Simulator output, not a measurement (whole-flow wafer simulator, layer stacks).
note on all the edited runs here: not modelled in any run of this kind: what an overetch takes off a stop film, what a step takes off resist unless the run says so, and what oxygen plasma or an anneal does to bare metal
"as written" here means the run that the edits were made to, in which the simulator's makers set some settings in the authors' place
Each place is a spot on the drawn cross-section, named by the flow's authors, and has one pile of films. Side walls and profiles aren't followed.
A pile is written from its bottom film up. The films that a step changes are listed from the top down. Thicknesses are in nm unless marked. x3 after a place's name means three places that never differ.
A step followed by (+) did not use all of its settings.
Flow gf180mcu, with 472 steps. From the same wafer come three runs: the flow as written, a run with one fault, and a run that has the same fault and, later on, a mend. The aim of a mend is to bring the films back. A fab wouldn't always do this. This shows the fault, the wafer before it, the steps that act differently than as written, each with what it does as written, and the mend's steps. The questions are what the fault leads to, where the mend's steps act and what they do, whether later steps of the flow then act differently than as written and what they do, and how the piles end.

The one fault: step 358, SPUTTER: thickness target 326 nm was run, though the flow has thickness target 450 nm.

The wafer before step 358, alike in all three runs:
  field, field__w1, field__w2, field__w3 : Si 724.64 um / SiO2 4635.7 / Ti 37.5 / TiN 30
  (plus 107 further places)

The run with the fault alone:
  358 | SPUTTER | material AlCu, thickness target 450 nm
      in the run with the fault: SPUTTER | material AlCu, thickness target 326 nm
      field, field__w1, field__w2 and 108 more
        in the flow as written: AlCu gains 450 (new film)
        in the run with the fault: AlCu gains 326 (new film)
  Steps further on in the flow that do not act as written:
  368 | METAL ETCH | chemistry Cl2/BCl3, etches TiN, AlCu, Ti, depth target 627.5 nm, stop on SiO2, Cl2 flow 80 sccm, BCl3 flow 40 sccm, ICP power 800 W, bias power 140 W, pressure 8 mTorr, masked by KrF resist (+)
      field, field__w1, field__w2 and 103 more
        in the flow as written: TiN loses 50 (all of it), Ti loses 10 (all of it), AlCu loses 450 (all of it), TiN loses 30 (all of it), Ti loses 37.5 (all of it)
        in the run with the fault: TiN loses 50 (all of it), Ti loses 10 (all of it), AlCu loses 326 (all of it), TiN loses 30 (all of it), Ti loses 37.5 (all of it)
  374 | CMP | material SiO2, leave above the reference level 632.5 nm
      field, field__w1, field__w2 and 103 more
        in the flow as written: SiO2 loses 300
        in the run with the fault: SiO2 loses 424
  By the end, the piles at field__w4, field__w8, contact, m1, m1__w1, mim, mim_1p0, m1_nw depart from the flow's by more than 2% or 0.5 nm, whichever is larger.
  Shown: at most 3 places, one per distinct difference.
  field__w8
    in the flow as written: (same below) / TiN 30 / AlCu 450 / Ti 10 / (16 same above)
    in the run with the fault: (same below) / TiN 30 / AlCu 326 / Ti 10 / (16 same above)
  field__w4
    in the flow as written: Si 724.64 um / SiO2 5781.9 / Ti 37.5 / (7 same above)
    in the run with the fault: Si 724.64 um / SiO2 5657.9 / Ti 37.5 / (7 same above)
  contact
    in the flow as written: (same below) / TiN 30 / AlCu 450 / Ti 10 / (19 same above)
    in the run with the fault: (same below) / TiN 30 / AlCu 326 / Ti 10 / (19 same above)

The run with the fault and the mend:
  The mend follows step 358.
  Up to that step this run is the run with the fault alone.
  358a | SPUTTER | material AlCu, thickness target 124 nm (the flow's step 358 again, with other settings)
      field, field__w1, field__w2 and 108 more
        AlCu gains 124
  Every later step of the flow that is run acts as written at every place that is followed.
  By the end, the piles equal the flow's at every place that both follow.
